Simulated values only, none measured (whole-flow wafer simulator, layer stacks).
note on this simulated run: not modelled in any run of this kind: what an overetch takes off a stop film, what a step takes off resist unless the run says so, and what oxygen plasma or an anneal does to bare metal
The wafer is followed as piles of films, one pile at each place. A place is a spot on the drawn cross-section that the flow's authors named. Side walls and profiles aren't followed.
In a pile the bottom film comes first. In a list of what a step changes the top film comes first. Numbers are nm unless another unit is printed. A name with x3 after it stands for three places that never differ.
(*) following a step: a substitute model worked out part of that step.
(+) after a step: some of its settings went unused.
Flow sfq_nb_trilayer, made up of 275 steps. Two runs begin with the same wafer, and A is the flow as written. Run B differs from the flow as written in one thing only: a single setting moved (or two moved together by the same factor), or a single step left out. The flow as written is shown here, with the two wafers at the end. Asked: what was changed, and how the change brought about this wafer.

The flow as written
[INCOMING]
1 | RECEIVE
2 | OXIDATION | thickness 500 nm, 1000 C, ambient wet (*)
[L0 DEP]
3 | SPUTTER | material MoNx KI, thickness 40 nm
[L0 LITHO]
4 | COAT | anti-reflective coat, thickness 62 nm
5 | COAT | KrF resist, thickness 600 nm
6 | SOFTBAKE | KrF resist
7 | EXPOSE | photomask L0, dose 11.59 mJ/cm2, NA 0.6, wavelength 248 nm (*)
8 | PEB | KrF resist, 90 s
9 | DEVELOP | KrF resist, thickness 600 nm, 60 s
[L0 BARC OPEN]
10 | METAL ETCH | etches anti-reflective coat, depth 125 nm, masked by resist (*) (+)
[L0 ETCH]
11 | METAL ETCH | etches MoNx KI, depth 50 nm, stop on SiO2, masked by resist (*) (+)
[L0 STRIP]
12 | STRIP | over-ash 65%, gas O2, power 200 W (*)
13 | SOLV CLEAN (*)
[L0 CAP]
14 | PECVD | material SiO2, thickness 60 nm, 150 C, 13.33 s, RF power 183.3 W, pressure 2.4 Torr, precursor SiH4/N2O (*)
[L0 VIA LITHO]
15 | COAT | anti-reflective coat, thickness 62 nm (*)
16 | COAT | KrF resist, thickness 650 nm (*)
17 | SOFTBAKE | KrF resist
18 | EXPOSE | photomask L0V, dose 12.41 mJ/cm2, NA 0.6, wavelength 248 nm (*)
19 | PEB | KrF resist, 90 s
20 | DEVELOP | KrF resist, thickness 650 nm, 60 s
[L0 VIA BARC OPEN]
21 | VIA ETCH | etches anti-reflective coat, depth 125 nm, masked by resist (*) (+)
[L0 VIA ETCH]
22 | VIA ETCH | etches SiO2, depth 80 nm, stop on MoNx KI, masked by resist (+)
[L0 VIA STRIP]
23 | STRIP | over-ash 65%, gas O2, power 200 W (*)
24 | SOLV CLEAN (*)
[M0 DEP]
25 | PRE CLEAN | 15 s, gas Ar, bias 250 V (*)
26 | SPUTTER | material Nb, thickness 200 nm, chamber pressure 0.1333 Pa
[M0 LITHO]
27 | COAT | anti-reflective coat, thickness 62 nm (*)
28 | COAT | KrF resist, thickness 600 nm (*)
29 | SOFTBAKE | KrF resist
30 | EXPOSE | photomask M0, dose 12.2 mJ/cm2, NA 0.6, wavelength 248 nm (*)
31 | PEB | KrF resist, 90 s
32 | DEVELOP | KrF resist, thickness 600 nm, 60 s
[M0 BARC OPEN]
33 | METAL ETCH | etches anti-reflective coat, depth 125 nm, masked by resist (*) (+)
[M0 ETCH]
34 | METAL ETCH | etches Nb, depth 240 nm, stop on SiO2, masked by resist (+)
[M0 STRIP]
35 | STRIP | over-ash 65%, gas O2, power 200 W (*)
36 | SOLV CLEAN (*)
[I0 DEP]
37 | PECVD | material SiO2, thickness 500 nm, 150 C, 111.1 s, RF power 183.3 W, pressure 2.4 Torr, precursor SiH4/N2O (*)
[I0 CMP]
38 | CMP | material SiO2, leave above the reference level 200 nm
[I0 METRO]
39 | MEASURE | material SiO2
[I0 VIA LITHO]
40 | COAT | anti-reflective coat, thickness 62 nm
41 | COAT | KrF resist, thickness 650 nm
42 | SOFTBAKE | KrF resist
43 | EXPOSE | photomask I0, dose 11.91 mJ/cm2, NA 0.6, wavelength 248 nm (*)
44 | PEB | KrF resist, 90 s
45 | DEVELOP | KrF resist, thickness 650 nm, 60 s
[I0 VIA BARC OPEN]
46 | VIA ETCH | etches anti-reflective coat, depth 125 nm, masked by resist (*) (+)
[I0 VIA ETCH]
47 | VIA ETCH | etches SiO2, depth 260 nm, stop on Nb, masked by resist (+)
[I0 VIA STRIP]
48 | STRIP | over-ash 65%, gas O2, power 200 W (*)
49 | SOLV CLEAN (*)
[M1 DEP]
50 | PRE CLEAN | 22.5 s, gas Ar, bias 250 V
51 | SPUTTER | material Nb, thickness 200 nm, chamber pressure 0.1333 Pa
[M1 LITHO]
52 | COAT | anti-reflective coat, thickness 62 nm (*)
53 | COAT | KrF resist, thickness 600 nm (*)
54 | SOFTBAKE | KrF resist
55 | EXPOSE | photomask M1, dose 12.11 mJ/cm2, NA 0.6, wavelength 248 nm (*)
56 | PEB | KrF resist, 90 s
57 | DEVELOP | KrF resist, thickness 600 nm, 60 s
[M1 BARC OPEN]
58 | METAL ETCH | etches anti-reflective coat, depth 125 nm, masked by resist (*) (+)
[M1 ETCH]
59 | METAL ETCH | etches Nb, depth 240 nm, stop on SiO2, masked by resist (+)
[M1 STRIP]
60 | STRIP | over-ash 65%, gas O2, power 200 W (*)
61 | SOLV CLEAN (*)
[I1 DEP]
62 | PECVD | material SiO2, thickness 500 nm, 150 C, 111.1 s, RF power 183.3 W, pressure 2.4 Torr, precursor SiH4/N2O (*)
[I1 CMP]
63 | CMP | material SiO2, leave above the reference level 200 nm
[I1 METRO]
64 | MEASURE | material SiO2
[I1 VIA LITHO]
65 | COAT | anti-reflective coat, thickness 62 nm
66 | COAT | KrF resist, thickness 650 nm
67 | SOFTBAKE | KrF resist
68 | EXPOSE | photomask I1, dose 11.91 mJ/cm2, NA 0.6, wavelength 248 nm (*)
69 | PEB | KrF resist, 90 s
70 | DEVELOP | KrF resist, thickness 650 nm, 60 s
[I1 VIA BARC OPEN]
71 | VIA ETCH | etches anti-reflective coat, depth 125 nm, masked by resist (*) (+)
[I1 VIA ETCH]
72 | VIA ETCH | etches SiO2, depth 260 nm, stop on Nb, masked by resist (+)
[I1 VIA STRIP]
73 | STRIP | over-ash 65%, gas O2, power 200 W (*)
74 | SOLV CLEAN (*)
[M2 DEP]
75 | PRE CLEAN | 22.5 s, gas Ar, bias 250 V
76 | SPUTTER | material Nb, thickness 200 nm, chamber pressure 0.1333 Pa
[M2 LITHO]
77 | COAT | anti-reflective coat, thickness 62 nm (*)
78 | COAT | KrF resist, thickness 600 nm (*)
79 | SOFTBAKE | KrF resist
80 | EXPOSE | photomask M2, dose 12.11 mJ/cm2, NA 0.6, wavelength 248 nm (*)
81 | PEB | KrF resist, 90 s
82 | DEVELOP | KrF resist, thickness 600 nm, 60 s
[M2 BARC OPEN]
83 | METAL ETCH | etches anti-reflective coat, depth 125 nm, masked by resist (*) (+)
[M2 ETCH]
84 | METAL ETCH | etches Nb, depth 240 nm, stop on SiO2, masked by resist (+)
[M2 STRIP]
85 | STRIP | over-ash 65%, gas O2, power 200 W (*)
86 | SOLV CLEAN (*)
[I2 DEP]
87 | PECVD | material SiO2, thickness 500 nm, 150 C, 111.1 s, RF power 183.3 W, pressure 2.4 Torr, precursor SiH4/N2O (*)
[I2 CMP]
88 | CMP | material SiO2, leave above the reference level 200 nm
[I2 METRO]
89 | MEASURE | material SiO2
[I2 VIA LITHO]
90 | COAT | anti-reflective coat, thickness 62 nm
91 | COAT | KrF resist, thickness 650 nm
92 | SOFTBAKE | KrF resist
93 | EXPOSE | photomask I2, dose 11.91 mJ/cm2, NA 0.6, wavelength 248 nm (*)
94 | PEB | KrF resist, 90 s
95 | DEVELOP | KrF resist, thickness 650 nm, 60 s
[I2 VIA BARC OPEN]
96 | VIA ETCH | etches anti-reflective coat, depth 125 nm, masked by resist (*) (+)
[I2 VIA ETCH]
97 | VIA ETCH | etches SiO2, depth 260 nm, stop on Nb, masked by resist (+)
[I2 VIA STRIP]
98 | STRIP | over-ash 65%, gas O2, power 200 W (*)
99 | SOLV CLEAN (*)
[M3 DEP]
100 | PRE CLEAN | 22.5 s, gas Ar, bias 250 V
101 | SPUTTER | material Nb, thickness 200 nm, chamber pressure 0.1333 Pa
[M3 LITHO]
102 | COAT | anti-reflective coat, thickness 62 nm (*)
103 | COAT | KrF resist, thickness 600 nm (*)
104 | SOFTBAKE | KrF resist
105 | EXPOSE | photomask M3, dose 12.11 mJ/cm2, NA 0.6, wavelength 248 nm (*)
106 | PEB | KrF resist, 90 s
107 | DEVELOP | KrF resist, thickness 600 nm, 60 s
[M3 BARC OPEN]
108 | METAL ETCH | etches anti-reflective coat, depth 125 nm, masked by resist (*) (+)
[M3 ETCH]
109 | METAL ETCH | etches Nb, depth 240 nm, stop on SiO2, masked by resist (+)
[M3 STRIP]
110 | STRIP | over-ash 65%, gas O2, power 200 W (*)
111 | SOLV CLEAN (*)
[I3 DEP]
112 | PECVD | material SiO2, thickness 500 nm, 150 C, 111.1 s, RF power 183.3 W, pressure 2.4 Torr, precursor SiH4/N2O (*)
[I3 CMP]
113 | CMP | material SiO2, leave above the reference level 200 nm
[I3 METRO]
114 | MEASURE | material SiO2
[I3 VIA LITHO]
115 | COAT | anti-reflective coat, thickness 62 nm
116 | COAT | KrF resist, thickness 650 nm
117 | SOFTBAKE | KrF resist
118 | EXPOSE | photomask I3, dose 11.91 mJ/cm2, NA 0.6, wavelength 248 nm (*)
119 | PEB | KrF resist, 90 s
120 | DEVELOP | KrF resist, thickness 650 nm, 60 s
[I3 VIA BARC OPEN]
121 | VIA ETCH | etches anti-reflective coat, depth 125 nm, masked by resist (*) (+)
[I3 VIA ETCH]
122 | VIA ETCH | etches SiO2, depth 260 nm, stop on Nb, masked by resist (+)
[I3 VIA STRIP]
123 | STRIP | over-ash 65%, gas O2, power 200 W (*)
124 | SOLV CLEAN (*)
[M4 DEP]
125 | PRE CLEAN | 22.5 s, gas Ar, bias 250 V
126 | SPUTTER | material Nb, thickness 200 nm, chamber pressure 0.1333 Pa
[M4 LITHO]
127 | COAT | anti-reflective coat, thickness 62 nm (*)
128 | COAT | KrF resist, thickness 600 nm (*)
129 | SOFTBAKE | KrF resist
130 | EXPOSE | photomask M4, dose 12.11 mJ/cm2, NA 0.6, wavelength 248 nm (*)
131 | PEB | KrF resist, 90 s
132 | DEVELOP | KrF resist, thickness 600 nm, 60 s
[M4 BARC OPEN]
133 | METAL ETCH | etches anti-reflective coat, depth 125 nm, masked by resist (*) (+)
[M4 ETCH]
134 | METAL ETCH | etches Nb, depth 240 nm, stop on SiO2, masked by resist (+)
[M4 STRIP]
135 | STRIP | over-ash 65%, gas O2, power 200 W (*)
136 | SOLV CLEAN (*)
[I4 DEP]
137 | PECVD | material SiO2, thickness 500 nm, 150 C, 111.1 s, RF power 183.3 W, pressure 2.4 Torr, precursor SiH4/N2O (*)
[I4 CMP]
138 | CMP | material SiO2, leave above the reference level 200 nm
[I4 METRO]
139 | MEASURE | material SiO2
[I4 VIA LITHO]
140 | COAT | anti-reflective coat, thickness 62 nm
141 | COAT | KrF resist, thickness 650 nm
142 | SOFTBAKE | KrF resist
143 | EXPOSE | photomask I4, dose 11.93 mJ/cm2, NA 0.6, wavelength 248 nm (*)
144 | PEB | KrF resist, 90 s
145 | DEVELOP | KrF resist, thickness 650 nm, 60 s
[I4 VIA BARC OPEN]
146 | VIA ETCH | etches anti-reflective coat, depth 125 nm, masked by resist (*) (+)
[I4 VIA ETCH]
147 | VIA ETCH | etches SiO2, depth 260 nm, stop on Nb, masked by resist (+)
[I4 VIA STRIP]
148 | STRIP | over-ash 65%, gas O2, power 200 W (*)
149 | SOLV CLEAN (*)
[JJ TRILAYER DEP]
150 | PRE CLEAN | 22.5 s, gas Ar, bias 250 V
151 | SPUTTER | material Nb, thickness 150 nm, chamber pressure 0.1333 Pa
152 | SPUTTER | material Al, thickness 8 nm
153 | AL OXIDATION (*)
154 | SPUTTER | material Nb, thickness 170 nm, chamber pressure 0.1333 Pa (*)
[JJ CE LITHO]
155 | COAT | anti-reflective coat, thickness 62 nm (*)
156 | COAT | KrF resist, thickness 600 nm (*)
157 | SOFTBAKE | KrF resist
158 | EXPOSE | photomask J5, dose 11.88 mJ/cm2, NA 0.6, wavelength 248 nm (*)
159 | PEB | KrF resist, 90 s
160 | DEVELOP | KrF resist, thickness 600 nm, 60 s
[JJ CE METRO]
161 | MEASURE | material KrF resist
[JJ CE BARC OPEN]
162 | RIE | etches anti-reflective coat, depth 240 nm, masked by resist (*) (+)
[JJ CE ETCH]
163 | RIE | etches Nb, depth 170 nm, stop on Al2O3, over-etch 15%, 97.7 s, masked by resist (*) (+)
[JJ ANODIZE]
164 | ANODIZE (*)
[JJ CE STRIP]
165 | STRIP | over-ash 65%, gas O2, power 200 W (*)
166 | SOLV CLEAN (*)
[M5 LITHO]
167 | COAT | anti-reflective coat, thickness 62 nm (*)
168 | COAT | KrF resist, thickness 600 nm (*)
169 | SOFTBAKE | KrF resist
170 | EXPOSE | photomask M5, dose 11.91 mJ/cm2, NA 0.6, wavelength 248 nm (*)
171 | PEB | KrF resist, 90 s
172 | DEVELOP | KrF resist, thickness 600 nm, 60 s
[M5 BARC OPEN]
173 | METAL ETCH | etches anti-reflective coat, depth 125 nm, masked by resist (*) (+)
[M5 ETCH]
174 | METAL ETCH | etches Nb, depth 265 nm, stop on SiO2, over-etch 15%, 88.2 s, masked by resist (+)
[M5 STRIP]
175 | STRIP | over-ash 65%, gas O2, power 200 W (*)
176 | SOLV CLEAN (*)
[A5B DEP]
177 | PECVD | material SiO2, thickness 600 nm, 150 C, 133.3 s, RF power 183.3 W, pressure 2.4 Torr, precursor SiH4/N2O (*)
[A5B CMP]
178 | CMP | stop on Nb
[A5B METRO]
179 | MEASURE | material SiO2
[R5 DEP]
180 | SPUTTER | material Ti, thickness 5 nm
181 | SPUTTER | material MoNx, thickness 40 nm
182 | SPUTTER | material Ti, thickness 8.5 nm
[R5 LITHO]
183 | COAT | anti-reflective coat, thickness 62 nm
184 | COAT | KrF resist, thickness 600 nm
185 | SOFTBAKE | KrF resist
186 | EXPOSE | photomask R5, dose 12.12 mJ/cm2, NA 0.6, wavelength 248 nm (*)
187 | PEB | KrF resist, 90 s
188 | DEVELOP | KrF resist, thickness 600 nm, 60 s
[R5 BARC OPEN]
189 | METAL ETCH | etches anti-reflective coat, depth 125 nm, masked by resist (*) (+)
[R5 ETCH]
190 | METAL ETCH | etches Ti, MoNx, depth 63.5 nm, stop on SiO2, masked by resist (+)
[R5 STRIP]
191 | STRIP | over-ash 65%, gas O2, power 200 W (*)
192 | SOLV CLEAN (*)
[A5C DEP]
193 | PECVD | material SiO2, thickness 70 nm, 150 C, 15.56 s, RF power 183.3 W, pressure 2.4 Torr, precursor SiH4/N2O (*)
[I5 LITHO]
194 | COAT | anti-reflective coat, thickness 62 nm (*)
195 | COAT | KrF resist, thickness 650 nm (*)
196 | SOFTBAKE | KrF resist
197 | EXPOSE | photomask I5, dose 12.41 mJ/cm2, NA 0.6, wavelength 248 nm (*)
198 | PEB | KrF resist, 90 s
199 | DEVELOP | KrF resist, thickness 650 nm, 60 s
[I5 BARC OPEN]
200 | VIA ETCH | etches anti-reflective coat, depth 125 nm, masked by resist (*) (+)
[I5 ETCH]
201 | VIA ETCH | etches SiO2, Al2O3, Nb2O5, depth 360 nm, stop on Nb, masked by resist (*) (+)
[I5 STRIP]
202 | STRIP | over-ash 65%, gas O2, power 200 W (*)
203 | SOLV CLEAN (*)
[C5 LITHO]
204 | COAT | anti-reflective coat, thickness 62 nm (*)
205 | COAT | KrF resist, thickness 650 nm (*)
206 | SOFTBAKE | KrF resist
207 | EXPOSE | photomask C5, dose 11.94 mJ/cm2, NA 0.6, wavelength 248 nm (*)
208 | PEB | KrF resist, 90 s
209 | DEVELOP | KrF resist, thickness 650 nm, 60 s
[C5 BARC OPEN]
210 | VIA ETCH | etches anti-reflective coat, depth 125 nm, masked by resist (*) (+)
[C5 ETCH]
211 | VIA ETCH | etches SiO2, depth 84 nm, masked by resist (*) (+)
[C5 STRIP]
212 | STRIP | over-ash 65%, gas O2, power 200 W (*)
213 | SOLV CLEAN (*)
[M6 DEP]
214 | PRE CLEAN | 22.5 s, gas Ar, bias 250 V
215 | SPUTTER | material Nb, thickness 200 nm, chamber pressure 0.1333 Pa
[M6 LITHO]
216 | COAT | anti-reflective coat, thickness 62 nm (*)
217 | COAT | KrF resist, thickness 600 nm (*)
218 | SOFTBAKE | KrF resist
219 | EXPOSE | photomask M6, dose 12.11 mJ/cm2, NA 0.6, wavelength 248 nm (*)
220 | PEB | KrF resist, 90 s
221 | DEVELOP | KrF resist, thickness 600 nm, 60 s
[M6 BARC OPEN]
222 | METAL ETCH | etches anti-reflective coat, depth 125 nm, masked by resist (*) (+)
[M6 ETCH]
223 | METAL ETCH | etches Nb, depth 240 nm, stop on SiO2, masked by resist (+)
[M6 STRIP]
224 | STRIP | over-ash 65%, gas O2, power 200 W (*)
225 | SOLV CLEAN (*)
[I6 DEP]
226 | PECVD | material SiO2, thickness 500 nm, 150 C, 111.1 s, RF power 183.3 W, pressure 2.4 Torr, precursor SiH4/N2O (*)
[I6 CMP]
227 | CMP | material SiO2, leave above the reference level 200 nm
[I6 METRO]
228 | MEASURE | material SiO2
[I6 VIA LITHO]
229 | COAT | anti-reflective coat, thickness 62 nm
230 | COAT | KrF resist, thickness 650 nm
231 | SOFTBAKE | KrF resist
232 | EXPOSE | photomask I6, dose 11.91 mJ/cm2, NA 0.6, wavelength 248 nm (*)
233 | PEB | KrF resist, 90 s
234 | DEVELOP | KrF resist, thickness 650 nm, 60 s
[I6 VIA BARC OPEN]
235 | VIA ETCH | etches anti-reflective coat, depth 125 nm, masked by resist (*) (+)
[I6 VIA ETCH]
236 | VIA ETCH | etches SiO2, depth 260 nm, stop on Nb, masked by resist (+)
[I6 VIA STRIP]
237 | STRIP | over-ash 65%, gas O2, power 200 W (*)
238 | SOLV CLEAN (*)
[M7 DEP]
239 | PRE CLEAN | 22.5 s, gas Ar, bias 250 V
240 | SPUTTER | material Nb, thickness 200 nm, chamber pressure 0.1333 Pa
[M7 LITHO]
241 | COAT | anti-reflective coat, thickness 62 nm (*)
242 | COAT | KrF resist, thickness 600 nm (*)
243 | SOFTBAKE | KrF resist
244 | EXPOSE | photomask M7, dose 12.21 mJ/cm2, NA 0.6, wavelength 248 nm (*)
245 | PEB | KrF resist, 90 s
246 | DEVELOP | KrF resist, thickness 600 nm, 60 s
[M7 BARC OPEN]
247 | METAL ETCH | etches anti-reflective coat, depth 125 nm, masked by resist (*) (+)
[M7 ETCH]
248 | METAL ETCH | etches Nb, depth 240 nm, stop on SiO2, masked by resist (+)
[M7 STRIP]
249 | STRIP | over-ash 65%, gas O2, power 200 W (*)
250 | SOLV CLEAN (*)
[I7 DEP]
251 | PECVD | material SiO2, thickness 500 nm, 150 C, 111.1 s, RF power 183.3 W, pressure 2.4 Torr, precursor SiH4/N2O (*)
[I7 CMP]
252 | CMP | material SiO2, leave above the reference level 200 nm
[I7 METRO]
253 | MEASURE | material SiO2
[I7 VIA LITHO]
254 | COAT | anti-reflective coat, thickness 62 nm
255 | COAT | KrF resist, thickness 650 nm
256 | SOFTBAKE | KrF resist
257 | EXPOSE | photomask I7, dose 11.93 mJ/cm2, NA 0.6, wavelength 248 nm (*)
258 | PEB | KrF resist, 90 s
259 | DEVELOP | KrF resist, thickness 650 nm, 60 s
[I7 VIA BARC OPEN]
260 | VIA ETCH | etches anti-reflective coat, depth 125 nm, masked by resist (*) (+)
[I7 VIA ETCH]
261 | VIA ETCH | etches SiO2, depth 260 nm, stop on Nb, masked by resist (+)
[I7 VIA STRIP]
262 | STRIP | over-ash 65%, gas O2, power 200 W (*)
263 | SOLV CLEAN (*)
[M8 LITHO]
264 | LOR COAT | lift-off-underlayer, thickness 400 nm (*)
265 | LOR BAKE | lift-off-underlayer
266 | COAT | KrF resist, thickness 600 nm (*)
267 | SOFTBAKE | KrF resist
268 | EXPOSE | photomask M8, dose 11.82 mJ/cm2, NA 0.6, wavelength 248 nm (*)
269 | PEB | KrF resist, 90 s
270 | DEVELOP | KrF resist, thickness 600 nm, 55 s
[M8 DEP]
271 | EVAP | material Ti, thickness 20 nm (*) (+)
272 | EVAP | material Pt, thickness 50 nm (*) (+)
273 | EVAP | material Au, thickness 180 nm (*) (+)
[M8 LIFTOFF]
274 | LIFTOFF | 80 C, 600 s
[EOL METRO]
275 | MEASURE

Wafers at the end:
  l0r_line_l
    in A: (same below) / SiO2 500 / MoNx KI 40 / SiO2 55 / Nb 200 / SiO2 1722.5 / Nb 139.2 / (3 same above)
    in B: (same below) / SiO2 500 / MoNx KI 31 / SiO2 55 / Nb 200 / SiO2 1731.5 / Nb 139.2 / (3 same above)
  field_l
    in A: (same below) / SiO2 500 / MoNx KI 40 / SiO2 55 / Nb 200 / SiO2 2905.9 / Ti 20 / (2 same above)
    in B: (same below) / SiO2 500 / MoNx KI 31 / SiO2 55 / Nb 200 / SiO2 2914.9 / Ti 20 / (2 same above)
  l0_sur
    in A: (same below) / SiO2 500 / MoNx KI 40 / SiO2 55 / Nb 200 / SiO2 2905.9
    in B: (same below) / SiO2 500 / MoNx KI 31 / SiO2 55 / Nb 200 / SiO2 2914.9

Cause: step 3, SPUTTER: thickness 31 nm was run, whereas the flow has thickness 40 nm.
The wafer lets one read it off: l0r_line_l has MoNx KI 31, and step 3 as written asks for 40 nm.

The path from the change to this, step by step:
  3 | SPUTTER | material MoNx KI, thickness 40 nm
      field_l, v_sur, via_wl and 103 more: A MoNx KI gains 40 (new film) | B MoNx KI gains 31 (new film)
  11 | METAL ETCH | etches MoNx KI, depth 50 nm, stop on SiO2, masked by resist (*) (+)
      v_sur, via_wl, via_w and 97 more: A MoNx KI loses 40 (all of it) | B MoNx KI loses 31 (all of it)
      field_l, l0_sur, l0v, l0r_line_l, l0r_line_c, l0r_line_r: A KrF resist loses 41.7 | B KrF resist loses 38.8
  15 | COAT | anti-reflective coat, thickness 62 nm (*)
      v_sur: A anti-reflective coat gains 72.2 (new film) | B anti-reflective coat gains 70 (new film)
      l0_sur: A anti-reflective coat gains 54.2 (new film) | B anti-reflective coat gains 55.8 (new film)
      (also at 1 further place)
  23 | STRIP | over-ash 65%, gas O2, power 200 W (*)
      v_sur: A KrF resist loses 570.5 (all of it), anti-reflective coat loses 72.2 (all of it) | B KrF resist loses 567.9 (all of it), anti-reflective coat loses 70 (all of it)
      l0_sur: A KrF resist loses 552.8 (all of it), anti-reflective coat loses 54.2 (all of it) | B KrF resist loses 554.5 (all of it), anti-reflective coat loses 55.8 (all of it)
      (also at 1 further place)
  27 | COAT | anti-reflective coat, thickness 62 nm (*)
      v_sur: A anti-reflective coat gains 72.3 (new film) | B anti-reflective coat gains 70.1 (new film)
      lsp_r: A anti-reflective coat gains 67.8 (new film) | B anti-reflective coat gains 66.4 (new film)
      (also at 1 further place)
  35 | STRIP | over-ash 65%, gas O2, power 200 W (*)
      v_sur: A KrF resist loses 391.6 (all of it), anti-reflective coat loses 72.3 (all of it) | B KrF resist loses 389.4 (all of it), anti-reflective coat loses 70.1 (all of it)
      lsp_r: A KrF resist loses 389.8 (all of it), anti-reflective coat loses 67.8 (all of it) | B KrF resist loses 387.1 (all of it), anti-reflective coat loses 66.4 (all of it)
      (also at 1 further place)
  38 | CMP | material SiO2, leave above the reference level 200 nm
      field_l, l0_sur, l0r_line_l, l0r_line_c, l0r_line_r: A SiO2 loses 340 | B SiO2 loses 331
      l0v: A SiO2 loses 277.8 | B SiO2 loses 268.8
